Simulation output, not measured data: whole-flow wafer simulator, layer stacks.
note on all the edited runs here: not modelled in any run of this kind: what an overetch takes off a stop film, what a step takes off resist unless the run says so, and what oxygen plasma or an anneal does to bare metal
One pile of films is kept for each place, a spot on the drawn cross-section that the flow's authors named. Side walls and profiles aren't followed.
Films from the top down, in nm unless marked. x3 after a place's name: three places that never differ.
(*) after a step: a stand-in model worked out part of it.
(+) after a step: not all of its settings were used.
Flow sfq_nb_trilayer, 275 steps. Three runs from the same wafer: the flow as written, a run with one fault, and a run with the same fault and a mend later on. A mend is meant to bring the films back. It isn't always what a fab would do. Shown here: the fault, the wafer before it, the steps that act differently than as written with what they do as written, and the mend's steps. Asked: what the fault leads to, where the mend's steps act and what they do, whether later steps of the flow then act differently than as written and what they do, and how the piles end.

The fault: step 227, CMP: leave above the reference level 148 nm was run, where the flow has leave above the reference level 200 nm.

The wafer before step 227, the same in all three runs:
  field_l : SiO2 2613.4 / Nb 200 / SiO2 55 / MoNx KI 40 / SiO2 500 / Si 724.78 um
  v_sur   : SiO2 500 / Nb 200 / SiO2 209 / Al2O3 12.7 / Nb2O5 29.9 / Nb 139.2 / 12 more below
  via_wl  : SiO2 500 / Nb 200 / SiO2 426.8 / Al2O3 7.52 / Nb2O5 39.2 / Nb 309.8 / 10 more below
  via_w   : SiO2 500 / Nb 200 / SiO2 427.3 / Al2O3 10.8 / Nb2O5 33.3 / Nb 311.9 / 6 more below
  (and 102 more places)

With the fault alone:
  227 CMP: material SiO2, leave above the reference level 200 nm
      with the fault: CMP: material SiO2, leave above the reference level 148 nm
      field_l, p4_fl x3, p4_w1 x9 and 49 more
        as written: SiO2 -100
        with the fault: SiO2 -152
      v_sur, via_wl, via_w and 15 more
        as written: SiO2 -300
        with the fault: SiO2 -352
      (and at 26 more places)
  Later steps of the flow that act differently than as written (4 more steps differ only slightly, by at most 2% or 0.5 nm, whichever is larger, and aren't shown):
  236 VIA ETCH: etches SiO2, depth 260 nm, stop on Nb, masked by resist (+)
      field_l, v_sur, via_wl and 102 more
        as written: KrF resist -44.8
        with the fault: KrF resist -38.2
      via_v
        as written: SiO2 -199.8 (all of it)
        with the fault: SiO2 -147.8 (all of it)
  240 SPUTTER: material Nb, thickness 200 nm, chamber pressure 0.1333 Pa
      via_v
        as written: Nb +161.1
        with the fault: Nb +173.7
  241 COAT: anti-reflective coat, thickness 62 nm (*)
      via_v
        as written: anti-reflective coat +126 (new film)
        with the fault: anti-reflective coat +113.1 (new film)
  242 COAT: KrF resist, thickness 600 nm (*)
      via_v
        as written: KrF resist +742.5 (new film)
        with the fault: KrF resist +699.3 (new film)
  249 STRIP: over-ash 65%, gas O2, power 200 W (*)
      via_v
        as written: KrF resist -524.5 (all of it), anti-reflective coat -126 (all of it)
        with the fault: KrF resist -481.4 (all of it), anti-reflective coat -113.1 (all of it)
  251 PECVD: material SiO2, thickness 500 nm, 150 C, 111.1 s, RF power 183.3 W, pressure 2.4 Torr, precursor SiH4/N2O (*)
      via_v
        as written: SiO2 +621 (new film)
        with the fault: SiO2 +530.3 (new film)
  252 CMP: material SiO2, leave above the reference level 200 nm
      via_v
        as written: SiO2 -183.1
        with the fault: SiO2 -157.1
  At the end the piles differ from the flow's by more than 2% or 0.5 nm, whichever is larger, at v_sur, via_wl, via_w and 86 more.
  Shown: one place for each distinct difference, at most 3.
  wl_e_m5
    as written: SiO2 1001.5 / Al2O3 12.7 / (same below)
    with the fault: SiO2 949.5 / Al2O3 12.7 / (same below)
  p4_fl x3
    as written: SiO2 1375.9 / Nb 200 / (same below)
    with the fault: SiO2 1323.9 / Nb 200 / (same below)
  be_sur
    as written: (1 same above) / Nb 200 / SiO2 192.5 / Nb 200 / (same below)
    with the fault: (1 same above) / Nb 200 / SiO2 140.5 / Nb 200 / (same below)

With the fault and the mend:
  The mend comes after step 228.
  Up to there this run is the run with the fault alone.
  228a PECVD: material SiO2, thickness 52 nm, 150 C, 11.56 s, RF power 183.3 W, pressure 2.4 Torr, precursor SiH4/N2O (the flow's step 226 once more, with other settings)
      field_l, v_sur, via_wl and 103 more
        SiO2 +52
  No later step of the flow acts differently than as written, at any place that is followed, by more than 2% or 0.5 nm, whichever is larger.
  At the end the piles are the same as the flow's at every place that both follow.
